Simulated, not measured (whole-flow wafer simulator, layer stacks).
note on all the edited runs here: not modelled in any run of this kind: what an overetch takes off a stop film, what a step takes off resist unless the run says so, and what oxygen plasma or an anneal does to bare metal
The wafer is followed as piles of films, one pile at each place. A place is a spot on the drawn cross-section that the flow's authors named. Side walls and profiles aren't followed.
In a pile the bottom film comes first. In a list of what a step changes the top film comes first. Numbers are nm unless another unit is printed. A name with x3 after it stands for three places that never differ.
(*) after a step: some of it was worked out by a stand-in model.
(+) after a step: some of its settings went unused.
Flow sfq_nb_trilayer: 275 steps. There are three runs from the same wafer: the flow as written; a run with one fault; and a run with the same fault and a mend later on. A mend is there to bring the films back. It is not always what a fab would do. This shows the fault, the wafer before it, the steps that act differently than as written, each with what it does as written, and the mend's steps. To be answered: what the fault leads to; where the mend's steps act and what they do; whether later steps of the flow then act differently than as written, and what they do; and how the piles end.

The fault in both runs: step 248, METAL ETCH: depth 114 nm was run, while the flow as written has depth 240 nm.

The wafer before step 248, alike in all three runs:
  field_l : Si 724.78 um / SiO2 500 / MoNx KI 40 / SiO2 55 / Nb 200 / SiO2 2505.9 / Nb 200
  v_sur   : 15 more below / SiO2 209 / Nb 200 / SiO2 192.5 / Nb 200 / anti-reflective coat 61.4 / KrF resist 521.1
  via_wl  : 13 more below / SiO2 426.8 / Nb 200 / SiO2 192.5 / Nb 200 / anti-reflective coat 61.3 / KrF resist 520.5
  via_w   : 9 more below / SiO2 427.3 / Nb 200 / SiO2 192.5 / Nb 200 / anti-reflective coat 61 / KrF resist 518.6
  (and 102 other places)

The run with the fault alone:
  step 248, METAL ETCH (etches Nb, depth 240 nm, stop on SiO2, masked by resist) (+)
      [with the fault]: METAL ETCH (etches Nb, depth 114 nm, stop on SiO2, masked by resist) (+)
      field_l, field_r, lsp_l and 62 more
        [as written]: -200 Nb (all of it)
        [with the fault]: -114 Nb
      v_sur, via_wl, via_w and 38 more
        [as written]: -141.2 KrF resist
        [with the fault]: -67.1 KrF resist
  Later steps of the flow acting differently than as written:
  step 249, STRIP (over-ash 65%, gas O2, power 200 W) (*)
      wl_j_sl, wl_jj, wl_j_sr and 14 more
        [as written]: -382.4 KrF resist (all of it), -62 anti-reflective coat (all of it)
        [with the fault]: -456.5 KrF resist (all of it), -62 anti-reflective coat (all of it)
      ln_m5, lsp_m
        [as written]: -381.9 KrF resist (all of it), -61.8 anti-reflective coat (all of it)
        [with the fault]: -456 KrF resist (all of it), -61.8 anti-reflective coat (all of it)
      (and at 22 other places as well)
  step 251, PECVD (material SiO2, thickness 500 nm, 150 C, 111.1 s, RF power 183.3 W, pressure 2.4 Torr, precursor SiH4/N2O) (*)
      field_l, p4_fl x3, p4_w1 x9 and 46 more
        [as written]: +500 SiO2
        [with the fault]: +500 SiO2 (new film)
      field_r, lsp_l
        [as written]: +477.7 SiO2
        [with the fault]: +487.3 SiO2 (new film)
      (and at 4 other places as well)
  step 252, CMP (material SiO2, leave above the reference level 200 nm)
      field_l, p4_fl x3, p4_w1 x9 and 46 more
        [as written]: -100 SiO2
        [with the fault]: -186 SiO2
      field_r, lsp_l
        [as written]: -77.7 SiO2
        [with the fault]: -173.3 SiO2
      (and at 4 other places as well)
  At field_l, field_r, lsp_l and 62 more, the piles at the end differ from the flow's by more than 2% or 0.5 nm, whichever is larger.
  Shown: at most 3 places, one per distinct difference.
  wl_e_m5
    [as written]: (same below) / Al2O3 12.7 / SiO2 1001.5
    [with the fault]: (same below) / Al2O3 12.7 / SiO2 601.5 / Nb 86 / SiO2 314
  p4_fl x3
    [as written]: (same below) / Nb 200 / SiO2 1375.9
    [with the fault]: (same below) / Nb 200 / SiO2 975.9 / Nb 86 / SiO2 314
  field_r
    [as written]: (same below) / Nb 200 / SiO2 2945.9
    [with the fault]: (same below) / Nb 200 / SiO2 2545.9 / Nb 86 / SiO2 314

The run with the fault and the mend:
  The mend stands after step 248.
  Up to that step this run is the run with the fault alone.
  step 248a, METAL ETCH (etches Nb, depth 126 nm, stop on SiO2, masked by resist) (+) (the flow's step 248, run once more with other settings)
      field_l, field_r, lsp_l and 62 more
        -86 Nb (all of it)
      v_sur, via_wl, via_w and 38 more
        -74.1 KrF resist
  Later steps of the flow that are run all act as written at every place that is followed.
  At every place that both follow, the piles at the end match the flow's.
